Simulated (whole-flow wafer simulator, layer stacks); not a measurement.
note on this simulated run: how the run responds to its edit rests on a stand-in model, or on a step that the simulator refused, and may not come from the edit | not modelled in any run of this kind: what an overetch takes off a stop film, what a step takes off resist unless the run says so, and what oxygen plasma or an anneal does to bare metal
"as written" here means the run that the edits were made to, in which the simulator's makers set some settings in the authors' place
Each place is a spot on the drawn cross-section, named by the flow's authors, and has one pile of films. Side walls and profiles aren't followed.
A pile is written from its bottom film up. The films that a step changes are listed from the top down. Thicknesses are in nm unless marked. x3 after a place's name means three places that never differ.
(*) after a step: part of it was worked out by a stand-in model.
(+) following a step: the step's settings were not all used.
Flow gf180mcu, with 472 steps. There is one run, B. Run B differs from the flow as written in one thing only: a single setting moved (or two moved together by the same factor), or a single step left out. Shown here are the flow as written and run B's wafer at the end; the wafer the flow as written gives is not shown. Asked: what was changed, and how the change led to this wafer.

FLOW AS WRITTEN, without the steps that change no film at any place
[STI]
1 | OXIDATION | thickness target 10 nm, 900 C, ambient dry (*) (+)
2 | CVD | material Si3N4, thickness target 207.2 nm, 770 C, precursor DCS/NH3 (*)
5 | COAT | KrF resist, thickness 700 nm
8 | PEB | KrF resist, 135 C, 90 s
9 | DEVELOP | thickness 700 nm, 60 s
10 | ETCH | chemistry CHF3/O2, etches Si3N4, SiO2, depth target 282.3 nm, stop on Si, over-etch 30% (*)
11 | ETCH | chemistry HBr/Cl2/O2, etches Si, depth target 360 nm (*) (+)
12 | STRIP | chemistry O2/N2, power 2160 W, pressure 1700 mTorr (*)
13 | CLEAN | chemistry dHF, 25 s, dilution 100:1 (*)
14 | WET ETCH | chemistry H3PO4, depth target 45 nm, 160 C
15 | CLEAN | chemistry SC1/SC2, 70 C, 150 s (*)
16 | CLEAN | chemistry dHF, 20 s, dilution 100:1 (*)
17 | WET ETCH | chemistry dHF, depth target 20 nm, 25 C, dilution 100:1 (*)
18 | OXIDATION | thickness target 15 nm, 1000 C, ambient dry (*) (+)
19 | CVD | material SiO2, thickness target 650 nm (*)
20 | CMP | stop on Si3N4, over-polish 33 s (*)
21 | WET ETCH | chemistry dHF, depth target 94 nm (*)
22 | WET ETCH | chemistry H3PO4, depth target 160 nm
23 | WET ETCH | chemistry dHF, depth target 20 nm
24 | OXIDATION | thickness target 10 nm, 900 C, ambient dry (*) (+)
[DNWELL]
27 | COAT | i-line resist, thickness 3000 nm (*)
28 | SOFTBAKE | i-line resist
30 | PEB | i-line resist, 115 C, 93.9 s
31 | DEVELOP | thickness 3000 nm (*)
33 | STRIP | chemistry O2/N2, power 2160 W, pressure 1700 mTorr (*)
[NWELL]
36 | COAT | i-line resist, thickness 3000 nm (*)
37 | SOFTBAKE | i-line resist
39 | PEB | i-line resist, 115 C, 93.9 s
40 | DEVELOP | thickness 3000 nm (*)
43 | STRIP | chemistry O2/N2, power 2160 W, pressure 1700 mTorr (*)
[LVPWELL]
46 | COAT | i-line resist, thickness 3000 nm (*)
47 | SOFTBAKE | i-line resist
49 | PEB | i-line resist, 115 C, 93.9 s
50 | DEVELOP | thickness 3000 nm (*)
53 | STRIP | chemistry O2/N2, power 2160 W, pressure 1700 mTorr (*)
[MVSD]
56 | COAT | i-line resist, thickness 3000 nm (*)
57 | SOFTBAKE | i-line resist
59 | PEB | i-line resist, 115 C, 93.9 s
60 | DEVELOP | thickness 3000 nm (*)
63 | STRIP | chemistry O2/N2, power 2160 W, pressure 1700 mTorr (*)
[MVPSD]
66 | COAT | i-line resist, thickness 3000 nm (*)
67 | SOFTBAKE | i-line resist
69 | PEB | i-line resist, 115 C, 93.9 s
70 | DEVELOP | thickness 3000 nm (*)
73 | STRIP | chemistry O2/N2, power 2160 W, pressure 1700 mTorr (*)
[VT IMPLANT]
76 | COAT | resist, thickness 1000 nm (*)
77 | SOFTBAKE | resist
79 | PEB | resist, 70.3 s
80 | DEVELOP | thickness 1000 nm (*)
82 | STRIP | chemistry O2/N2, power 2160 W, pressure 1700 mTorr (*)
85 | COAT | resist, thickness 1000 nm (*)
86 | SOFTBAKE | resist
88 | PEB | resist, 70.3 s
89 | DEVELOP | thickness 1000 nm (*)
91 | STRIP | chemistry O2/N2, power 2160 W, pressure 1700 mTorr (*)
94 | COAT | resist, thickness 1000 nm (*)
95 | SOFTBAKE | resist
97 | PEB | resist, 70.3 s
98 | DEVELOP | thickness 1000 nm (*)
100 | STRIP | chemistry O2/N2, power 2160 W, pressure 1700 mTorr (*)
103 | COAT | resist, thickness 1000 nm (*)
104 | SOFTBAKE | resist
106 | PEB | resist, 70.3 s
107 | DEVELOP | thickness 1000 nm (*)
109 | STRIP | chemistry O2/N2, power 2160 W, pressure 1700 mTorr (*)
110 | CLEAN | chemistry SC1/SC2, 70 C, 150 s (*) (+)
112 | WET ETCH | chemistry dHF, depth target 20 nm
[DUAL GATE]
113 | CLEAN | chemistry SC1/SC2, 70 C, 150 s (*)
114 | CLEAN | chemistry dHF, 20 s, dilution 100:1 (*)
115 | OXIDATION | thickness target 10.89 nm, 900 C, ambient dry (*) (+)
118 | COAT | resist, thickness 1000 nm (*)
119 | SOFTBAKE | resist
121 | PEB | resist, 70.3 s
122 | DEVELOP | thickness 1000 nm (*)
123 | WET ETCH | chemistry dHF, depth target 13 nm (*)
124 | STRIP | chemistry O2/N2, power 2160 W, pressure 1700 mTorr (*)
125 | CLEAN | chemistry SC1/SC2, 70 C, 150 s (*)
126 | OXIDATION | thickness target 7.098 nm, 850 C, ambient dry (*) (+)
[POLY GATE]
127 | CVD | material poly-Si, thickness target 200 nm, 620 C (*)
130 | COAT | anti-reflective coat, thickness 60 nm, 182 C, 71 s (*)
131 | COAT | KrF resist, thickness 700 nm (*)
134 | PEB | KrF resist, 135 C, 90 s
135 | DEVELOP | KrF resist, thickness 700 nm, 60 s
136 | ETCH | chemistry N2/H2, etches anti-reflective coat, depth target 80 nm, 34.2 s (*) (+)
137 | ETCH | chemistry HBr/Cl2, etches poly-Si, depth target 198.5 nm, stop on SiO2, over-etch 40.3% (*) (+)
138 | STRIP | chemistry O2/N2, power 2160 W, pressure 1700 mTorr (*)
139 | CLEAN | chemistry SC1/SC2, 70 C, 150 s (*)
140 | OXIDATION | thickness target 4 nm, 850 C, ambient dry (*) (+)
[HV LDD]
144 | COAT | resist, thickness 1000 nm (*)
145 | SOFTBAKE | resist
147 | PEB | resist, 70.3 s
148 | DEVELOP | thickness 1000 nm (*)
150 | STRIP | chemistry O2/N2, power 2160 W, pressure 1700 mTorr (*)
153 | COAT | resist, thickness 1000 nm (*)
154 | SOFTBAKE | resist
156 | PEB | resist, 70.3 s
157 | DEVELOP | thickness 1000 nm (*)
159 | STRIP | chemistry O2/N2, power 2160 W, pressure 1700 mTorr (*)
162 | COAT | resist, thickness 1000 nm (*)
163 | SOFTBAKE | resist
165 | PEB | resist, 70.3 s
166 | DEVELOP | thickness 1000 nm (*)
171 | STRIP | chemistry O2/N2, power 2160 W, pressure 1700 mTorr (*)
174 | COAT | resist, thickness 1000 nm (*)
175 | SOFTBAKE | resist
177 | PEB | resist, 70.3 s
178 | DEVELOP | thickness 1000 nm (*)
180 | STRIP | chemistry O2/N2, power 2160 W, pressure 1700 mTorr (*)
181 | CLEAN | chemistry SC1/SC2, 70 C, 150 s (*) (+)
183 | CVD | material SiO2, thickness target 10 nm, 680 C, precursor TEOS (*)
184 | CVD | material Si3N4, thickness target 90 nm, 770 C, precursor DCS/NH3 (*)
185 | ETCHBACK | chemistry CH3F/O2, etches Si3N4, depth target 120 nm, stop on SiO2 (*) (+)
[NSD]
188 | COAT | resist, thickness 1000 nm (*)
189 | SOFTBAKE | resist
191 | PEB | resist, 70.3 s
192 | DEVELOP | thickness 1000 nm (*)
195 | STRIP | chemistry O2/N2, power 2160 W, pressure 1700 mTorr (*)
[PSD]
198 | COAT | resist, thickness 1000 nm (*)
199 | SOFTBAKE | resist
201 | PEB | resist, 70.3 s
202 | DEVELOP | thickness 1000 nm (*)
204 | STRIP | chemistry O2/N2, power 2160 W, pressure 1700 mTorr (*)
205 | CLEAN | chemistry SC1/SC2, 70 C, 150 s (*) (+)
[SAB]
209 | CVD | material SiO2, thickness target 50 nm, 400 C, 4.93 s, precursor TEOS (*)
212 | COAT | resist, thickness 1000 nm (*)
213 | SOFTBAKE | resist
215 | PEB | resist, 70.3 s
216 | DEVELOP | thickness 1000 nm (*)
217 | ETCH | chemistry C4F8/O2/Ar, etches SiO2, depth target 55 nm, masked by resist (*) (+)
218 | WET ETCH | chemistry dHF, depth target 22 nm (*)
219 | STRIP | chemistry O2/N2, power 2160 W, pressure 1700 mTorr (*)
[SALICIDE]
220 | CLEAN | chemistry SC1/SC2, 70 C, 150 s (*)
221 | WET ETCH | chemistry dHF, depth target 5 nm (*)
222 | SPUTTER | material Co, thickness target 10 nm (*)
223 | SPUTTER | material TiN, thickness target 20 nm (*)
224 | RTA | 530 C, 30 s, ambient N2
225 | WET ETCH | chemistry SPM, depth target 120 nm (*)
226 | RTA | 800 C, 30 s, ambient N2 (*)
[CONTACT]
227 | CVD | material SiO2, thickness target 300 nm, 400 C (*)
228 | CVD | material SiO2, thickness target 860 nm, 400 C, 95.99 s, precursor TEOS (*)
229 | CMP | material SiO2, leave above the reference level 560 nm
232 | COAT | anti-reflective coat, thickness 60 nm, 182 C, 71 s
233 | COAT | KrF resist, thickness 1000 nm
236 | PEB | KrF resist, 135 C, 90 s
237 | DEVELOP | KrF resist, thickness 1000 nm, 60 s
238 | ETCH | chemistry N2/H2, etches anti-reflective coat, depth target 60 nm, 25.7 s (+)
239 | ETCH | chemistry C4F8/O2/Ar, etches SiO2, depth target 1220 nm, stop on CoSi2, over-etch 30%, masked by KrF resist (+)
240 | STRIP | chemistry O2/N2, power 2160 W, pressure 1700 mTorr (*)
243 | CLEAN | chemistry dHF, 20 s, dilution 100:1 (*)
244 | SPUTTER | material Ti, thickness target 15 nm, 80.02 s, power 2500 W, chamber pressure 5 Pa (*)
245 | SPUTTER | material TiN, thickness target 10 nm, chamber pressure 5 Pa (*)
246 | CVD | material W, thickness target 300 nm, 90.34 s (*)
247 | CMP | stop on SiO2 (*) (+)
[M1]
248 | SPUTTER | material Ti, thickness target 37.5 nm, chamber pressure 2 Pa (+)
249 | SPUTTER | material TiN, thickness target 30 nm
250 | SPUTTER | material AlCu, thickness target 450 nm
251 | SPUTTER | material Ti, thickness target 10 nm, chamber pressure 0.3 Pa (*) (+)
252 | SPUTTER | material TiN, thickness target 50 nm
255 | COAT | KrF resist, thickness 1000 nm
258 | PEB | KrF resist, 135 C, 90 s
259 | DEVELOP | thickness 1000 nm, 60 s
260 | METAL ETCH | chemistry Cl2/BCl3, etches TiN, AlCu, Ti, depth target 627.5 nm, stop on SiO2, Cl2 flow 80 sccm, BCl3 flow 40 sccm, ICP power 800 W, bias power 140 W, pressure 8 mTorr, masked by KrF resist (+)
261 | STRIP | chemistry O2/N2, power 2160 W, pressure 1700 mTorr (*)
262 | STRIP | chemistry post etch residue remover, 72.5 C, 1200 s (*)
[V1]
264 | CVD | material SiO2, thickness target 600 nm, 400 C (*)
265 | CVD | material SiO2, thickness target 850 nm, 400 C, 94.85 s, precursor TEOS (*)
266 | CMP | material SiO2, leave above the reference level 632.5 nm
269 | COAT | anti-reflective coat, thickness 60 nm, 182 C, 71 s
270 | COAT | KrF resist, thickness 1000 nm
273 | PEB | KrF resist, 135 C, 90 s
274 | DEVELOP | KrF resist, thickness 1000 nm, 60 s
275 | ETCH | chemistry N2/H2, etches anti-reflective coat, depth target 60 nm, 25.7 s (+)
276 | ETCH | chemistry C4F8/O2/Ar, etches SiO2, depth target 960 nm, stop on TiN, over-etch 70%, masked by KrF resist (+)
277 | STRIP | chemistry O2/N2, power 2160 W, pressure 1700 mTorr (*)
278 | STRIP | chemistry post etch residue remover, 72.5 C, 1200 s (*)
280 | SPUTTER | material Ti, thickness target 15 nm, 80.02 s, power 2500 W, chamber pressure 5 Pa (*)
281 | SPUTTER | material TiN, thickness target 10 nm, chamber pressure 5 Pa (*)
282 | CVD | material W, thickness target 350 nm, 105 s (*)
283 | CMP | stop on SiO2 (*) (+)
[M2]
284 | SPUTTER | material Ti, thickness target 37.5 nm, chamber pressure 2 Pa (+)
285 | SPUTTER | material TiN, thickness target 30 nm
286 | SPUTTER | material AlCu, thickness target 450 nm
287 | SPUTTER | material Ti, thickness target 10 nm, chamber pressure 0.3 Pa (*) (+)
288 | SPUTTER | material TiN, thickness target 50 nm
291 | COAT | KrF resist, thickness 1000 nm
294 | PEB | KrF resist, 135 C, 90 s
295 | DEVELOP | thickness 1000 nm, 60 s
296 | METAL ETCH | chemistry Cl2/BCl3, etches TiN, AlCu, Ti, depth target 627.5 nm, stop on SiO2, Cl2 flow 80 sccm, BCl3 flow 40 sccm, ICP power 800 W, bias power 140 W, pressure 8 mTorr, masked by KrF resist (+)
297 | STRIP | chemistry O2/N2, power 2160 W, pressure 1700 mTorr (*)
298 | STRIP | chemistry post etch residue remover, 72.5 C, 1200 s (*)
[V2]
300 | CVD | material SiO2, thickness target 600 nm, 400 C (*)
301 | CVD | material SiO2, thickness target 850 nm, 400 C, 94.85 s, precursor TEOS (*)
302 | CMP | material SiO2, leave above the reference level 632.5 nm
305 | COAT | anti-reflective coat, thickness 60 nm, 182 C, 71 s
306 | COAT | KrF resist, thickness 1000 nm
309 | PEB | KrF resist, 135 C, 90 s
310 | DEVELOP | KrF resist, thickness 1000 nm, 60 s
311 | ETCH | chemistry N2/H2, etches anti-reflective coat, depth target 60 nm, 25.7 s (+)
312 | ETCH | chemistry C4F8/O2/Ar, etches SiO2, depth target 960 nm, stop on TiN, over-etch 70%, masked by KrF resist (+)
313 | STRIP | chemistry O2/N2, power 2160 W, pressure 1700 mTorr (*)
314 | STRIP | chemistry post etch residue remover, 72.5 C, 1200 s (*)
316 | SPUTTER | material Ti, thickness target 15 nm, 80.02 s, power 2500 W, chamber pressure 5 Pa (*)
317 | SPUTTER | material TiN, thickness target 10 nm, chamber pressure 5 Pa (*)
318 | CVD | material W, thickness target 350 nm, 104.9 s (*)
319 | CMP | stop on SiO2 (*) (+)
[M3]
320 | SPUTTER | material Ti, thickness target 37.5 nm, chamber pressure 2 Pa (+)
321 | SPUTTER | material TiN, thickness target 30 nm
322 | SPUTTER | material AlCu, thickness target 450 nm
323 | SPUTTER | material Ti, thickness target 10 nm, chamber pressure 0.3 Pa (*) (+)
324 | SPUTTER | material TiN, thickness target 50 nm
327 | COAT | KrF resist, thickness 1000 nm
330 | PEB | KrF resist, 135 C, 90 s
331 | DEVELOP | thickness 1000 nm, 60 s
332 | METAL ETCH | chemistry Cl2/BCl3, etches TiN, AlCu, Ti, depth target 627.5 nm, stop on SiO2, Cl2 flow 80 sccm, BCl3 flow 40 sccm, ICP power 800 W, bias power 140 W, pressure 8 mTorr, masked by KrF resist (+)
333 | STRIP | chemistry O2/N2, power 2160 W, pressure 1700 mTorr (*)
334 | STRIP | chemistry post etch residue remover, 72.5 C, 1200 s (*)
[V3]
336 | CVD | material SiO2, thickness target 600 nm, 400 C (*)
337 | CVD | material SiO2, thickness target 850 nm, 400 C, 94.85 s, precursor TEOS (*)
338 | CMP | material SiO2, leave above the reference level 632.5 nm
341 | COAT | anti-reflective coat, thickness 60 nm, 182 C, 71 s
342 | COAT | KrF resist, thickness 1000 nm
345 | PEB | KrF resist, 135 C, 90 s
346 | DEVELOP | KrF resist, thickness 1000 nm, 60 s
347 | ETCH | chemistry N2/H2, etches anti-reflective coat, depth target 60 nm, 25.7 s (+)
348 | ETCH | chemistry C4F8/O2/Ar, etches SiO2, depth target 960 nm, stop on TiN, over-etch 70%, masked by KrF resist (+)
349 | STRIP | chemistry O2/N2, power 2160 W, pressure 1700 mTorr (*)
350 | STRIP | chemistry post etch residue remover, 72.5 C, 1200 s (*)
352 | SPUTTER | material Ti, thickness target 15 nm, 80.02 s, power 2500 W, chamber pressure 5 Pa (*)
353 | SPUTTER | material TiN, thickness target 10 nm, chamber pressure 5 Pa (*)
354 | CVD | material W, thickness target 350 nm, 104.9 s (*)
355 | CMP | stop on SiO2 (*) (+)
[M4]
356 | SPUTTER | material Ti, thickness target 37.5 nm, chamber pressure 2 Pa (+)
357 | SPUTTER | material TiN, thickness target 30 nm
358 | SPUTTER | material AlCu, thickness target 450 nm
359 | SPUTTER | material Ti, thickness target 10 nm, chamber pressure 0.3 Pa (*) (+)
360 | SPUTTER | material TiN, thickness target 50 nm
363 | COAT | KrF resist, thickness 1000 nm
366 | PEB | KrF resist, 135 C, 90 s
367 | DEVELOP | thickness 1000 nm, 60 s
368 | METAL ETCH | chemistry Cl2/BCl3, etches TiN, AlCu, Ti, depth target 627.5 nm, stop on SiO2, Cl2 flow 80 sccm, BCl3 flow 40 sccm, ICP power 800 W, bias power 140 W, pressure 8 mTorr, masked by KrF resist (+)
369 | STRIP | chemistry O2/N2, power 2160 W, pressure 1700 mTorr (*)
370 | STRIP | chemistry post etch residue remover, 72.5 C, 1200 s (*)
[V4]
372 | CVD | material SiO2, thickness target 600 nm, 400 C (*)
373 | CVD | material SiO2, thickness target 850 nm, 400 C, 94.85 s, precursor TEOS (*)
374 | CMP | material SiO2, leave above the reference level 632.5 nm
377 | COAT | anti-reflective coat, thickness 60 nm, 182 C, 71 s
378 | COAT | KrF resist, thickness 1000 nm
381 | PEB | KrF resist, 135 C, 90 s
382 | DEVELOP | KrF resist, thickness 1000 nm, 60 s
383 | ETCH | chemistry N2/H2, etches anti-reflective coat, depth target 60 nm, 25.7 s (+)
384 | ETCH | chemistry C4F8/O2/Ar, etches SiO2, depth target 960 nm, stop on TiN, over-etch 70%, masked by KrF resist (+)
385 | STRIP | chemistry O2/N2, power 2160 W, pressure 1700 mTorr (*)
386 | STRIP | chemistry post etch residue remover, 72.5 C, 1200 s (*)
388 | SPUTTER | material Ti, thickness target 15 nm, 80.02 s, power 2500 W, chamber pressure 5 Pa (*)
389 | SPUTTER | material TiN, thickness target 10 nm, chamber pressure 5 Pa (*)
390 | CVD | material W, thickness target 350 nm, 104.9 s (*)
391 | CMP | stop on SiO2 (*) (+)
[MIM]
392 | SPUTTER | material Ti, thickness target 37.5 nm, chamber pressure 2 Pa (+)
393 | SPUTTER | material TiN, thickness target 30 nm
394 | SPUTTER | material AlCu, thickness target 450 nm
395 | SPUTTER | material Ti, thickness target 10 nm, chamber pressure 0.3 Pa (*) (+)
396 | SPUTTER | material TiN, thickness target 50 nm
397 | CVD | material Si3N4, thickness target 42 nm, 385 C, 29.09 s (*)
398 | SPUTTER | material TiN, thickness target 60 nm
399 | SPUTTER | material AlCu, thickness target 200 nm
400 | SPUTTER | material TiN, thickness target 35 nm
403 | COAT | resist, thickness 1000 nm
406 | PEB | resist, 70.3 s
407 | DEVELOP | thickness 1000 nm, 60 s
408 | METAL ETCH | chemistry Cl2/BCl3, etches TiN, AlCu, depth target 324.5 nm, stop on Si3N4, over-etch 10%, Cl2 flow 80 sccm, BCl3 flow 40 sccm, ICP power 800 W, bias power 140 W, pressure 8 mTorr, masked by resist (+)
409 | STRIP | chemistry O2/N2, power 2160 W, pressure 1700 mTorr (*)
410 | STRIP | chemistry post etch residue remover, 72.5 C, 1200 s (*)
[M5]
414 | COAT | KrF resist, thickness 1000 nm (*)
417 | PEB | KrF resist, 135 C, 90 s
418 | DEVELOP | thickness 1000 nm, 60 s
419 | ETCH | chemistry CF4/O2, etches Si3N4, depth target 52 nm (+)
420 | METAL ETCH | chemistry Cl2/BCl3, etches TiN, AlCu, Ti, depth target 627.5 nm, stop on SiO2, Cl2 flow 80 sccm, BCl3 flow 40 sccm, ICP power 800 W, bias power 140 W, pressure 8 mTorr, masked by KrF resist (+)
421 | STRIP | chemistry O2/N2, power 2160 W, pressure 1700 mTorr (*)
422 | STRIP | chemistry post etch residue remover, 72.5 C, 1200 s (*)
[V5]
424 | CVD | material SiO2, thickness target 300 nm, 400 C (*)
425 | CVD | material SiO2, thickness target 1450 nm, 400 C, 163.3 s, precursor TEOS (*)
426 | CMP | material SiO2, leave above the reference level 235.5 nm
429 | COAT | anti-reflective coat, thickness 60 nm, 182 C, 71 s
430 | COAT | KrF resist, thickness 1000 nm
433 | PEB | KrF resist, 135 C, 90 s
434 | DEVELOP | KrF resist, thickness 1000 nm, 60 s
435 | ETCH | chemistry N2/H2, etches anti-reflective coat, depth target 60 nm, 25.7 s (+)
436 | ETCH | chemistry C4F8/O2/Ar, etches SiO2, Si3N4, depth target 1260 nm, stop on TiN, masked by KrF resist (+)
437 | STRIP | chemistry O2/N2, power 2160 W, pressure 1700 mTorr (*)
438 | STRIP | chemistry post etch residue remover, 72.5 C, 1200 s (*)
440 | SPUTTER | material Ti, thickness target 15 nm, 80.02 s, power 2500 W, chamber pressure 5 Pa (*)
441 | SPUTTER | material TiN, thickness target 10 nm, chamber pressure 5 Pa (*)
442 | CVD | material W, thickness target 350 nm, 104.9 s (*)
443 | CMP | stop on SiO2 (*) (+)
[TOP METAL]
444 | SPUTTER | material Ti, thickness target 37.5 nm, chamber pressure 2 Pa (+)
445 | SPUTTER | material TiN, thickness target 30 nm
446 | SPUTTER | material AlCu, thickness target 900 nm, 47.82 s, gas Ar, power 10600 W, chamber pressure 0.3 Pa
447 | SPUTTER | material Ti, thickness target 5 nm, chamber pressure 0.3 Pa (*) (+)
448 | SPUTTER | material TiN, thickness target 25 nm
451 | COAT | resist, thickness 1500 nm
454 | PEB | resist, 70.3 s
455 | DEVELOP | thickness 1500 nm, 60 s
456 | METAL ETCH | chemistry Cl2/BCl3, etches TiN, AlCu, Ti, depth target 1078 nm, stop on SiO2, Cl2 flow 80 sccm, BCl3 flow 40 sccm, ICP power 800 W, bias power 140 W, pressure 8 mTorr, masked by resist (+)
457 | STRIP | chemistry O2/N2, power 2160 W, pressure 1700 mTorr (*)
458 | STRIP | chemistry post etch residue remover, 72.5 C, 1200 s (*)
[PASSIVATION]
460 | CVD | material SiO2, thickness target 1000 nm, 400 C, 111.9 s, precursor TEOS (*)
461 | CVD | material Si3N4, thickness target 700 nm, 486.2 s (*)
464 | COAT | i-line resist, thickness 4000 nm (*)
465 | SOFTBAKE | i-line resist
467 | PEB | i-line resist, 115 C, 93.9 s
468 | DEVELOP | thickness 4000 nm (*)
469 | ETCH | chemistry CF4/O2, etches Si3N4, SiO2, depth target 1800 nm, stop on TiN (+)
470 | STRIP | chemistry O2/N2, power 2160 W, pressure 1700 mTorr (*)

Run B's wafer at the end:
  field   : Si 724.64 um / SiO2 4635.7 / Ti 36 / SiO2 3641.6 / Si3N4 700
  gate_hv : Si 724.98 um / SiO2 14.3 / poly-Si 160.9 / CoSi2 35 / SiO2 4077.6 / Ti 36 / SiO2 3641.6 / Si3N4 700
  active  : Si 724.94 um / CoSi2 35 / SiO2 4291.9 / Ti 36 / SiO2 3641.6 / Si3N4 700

The reason: step 358, SPUTTER: thickness target 536 nm was run, while the flow as written has thickness target 450 nm.

Step by step, how the change led to this:
  358 | SPUTTER | material AlCu, thickness target 450 nm
      field, field__w1, field__w2 and 108 more: +536 AlCu (new film) (it would be, as written: +450 AlCu (new film))
  368 | METAL ETCH | chemistry Cl2/BCl3, etches TiN, AlCu, Ti, depth target 627.5 nm, stop on SiO2, Cl2 flow 80 sccm, BCl3 flow 40 sccm, ICP power 800 W, bias power 140 W, pressure 8 mTorr, masked by KrF resist (+)
      field, field__w1, field__w2 and 103 more: -50 TiN (all of it), -10 Ti (all of it), -536 AlCu (all of it), -30 TiN (all of it), -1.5 Ti (it would be, as written: -50 TiN (all of it), -10 Ti (all of it), -450 AlCu (all of it), -30 TiN (all of it), -37.5 Ti (all of it))
  372 | CVD | material SiO2, thickness target 600 nm, 400 C (*)
      field, field__w1, field__w2 and 103 more: +600 SiO2 (new film) (it would be, as written: +600 SiO2)
  374 | CMP | material SiO2, leave above the reference level 632.5 nm
      field, field__w1, field__w2 and 103 more: -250 SiO2 (it would be, as written: -300 SiO2)
If metal films that touch count as one body, field has 1 body; the flow as written gives 0 bodies.
If metal films that touch count as one body, gate_hv has 2 bodies (between them, from the top down: SiO2 4077.6); the flow as written gives 1 body.
If metal films that touch count as one body, active has 2 bodies (between them, from the top down: SiO2 4291.9); the flow as written gives 1 body.
